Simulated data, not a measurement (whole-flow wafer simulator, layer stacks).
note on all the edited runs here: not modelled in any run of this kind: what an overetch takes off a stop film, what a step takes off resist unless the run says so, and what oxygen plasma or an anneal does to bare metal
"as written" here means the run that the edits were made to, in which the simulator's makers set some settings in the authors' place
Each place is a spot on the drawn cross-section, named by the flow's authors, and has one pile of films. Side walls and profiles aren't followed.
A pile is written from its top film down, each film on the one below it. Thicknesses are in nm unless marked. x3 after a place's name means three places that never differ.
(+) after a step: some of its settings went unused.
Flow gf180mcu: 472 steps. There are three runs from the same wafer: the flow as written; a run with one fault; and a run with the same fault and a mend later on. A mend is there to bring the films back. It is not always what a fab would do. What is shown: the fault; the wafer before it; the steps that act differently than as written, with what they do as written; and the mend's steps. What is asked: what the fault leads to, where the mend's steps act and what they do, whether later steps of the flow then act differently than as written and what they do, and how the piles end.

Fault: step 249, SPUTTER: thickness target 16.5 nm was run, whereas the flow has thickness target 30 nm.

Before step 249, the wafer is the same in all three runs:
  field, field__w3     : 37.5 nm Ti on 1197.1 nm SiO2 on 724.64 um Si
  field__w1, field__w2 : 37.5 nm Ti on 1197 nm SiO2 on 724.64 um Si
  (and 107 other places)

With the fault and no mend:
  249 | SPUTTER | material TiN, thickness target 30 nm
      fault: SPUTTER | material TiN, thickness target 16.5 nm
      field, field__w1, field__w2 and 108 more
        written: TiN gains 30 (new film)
        fault: TiN gains 16.5 (new film)
  Steps later in the flow that act otherwise than as written:
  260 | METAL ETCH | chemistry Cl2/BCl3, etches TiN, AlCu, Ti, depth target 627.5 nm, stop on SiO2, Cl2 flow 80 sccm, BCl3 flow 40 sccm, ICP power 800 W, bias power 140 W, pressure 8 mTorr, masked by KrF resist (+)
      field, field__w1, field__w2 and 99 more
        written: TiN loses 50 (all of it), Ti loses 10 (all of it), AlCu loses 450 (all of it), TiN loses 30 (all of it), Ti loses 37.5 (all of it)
        fault: TiN loses 50 (all of it), Ti loses 10 (all of it), AlCu loses 450 (all of it), TiN loses 16.5 (all of it), Ti loses 37.5 (all of it)
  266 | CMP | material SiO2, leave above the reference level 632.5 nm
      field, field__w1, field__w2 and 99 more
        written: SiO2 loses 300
        fault: SiO2 loses 313.5
  At field__w8, contact, m1 and 6 more, the piles at the end differ from the flow's by more than 2% or 0.5 nm, whichever is larger.
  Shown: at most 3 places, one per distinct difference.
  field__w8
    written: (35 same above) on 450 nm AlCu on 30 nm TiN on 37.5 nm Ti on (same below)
    fault: (35 same above) on 450 nm AlCu on 16.5 nm TiN on 37.5 nm Ti on (same below)
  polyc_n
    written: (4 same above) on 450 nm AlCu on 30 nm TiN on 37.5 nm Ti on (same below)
    fault: (4 same above) on 450 nm AlCu on 16.5 nm TiN on 37.5 nm Ti on (same below)
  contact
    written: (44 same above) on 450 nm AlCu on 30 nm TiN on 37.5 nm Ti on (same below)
    fault: (44 same above) on 450 nm AlCu on 16.5 nm TiN on 37.5 nm Ti on (same below)

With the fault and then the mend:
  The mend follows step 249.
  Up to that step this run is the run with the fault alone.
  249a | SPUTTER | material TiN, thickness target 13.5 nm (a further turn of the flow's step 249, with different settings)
      field, field__w1, field__w2 and 108 more
        TiN gains 13.5
  Every later step of the flow that is run acts as written at every place that is followed.
  The piles end the same as the flow's at every place that both follow.
